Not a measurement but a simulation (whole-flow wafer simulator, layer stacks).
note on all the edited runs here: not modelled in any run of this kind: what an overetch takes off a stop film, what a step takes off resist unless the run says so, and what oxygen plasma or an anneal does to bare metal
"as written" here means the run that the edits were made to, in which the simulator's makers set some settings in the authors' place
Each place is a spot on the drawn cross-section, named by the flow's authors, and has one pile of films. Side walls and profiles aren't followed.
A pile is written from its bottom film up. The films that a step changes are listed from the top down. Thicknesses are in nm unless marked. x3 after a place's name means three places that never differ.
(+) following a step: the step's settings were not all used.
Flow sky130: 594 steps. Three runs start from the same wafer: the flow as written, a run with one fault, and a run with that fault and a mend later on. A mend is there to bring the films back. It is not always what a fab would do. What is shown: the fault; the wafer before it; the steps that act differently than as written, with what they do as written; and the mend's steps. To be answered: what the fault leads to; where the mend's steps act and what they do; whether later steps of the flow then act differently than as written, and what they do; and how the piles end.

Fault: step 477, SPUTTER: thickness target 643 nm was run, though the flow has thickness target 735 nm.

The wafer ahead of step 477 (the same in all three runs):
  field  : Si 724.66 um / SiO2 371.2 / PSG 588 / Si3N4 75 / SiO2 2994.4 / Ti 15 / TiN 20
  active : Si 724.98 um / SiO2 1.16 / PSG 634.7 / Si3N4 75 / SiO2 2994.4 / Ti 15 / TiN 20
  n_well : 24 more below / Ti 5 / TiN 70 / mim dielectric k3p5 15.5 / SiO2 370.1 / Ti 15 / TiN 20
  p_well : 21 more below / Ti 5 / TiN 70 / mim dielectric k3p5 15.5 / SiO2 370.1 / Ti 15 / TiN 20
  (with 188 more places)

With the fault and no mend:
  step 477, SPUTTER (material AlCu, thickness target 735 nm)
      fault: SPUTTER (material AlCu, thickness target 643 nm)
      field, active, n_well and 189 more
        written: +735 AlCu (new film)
        fault: +643 AlCu (new film)
  Later steps of the flow acting differently than as written (4 other steps are not shown; they differ only slightly, by no more than 2% or 0.5 nm, whichever is larger):
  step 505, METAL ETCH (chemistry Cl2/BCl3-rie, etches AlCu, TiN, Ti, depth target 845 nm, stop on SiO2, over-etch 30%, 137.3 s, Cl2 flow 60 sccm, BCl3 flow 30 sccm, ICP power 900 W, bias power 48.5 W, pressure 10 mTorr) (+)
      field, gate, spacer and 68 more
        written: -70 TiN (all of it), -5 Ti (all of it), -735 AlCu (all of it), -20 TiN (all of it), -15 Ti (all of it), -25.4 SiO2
        fault: -70 TiN (all of it), -5 Ti (all of it), -643 AlCu (all of it), -20 TiN (all of it), -15 Ti (all of it), -34.6 SiO2
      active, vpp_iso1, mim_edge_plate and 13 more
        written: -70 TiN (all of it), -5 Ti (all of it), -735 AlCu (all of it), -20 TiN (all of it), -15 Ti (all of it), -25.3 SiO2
        fault: -70 TiN (all of it), -5 Ti (all of it), -643 AlCu (all of it), -20 TiN (all of it), -15 Ti (all of it), -34.6 SiO2
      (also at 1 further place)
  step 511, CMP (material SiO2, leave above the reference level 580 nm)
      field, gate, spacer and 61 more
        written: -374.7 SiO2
        fault: -457.4 SiO2
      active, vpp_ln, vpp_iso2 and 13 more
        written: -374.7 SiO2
        fault: -457.5 SiO2
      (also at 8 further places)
  By the end, the piles at field, active, n_well and 190 more depart from the flow's by more than 2% or 0.5 nm, whichever is larger.
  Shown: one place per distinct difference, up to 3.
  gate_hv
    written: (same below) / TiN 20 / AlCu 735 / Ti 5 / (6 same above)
    fault: (same below) / TiN 20 / AlCu 643 / Ti 5 / (6 same above)
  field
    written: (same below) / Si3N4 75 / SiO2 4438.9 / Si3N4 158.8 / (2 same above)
    fault: (same below) / Si3N4 75 / SiO2 4346.9 / Si3N4 158.8 / (2 same above)
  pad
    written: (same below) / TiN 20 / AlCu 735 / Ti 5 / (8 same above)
    fault: (same below) / TiN 20 / AlCu 643 / Ti 5 / (8 same above)

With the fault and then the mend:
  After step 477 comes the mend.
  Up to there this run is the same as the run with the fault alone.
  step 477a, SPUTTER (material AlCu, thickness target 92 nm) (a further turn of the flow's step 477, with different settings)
      field, active, n_well and 189 more
        +92 AlCu
  None of the later steps of the flow acts differently than as written at any place that is followed.
  By the end, the piles equal the flow's at every place that both follow.
